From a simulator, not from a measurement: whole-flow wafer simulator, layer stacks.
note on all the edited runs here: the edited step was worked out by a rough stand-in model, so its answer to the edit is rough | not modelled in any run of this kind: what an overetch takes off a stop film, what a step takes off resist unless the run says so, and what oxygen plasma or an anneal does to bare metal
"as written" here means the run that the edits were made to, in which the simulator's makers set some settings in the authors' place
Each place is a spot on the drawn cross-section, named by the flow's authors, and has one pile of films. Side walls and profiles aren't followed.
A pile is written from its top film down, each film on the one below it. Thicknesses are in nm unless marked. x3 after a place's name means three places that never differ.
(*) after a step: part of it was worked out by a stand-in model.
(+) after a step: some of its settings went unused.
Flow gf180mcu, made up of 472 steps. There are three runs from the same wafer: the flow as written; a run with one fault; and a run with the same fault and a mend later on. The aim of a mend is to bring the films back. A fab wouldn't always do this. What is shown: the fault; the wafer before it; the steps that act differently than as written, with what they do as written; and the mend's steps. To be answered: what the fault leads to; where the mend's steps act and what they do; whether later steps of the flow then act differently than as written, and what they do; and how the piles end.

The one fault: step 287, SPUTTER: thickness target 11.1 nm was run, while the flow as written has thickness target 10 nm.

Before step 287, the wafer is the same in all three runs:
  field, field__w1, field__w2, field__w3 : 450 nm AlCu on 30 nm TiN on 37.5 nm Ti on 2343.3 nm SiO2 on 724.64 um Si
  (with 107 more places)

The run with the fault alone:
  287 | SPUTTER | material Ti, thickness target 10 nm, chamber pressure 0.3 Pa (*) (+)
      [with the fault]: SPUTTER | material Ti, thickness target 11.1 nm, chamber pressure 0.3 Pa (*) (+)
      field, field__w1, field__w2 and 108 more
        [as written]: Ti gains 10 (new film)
        [with the fault]: Ti gains 11.1 (new film)
  Steps later in the flow that act otherwise than as written (not shown: 5 more steps that differ only slightly, by at most 2% or 0.5 nm, whichever is larger):
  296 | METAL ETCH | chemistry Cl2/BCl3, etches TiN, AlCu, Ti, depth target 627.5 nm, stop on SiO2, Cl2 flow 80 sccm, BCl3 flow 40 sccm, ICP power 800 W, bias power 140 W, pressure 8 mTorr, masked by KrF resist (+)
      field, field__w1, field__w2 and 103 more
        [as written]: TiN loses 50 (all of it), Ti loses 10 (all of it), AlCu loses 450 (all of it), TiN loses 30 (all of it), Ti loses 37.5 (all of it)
        [with the fault]: TiN loses 50 (all of it), Ti loses 11.1 (all of it), AlCu loses 450 (all of it), TiN loses 30 (all of it), Ti loses 37.5 (all of it)
  At field__w8, contact, m1, m1__w1, m1_nw, the piles at the end differ from the flow's by more than 2% or 0.5 nm, whichever is larger.
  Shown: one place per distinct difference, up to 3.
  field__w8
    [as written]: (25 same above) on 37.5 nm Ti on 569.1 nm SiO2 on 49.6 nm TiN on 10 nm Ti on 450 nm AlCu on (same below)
    [with the fault]: (25 same above) on 37.5 nm Ti on 568 nm SiO2 on 49.6 nm TiN on 11.1 nm Ti on 450 nm AlCu on (same below)
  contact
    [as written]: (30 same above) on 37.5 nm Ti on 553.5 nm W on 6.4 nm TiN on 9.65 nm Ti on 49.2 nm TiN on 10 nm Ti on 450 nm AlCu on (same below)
    [with the fault]: (30 same above) on 37.5 nm Ti on 552.4 nm W on 6.41 nm TiN on 9.66 nm Ti on 49.2 nm TiN on 11.1 nm Ti on 450 nm AlCu on (same below)

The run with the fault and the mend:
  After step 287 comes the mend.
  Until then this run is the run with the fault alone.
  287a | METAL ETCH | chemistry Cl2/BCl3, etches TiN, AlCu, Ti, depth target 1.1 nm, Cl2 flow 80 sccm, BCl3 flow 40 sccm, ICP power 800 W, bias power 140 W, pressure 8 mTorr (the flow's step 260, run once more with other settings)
      field, field__w1, field__w2 and 108 more
        Ti loses 1.1
  Every later step of the flow that is run acts as written at every place that is followed.
  At every place that both follow, the piles at the end match the flow's.
